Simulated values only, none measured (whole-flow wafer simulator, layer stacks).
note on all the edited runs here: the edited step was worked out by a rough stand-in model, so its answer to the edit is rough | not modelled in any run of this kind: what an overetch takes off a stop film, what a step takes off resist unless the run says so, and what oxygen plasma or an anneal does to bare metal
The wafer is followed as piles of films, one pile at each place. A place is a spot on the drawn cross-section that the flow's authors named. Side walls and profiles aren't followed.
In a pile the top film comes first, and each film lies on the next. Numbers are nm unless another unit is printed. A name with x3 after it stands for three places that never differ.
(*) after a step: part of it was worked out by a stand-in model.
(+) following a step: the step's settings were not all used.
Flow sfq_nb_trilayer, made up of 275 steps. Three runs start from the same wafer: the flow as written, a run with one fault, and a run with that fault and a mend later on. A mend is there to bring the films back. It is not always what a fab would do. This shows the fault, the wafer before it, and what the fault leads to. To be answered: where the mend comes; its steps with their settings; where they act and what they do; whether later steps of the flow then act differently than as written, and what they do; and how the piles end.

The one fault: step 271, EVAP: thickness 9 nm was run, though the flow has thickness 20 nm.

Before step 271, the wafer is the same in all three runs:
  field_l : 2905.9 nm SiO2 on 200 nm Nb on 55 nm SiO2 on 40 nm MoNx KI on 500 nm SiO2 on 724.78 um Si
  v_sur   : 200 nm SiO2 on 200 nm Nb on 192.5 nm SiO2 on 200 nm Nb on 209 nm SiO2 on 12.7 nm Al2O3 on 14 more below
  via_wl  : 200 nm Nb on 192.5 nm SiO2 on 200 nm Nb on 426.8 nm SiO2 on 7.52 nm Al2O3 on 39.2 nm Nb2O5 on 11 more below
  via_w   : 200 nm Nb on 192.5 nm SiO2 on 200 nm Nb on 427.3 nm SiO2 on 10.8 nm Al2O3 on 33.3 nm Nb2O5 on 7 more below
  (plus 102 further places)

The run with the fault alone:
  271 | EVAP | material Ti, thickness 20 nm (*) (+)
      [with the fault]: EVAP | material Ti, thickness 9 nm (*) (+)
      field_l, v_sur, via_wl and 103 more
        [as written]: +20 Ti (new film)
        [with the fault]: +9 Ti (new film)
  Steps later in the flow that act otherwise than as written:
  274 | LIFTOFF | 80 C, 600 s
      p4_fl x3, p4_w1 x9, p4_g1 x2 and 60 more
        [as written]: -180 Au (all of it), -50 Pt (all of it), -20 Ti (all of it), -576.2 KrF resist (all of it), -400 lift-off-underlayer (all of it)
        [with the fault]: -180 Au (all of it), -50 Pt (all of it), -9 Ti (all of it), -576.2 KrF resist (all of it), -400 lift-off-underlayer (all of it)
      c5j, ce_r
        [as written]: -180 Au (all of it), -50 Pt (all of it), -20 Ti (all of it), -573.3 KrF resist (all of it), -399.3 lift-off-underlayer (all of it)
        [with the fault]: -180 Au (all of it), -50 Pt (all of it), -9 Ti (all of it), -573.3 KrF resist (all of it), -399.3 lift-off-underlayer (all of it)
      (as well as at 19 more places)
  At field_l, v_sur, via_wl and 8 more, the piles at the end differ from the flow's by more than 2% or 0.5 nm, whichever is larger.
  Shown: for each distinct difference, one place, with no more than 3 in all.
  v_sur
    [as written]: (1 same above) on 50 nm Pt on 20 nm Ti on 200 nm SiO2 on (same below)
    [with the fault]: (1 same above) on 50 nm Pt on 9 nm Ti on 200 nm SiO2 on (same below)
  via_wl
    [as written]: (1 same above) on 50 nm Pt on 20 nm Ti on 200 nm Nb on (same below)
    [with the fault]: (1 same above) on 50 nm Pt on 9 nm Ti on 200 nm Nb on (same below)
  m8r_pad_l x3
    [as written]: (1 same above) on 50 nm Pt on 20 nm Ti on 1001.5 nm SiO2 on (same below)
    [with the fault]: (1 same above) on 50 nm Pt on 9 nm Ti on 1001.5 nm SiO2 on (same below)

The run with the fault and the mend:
  The mend stands after step 271.
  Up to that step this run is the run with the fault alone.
  271a | EVAP | material Ti, thickness 11 nm (*) (+) (the flow's step 271, run once more with other settings)
      field_l, v_sur, via_wl and 103 more
        +11 Ti
  Later steps of the flow that are run all act as written at every place that is followed.
  By the end, the piles equal the flow's at every place that both follow.
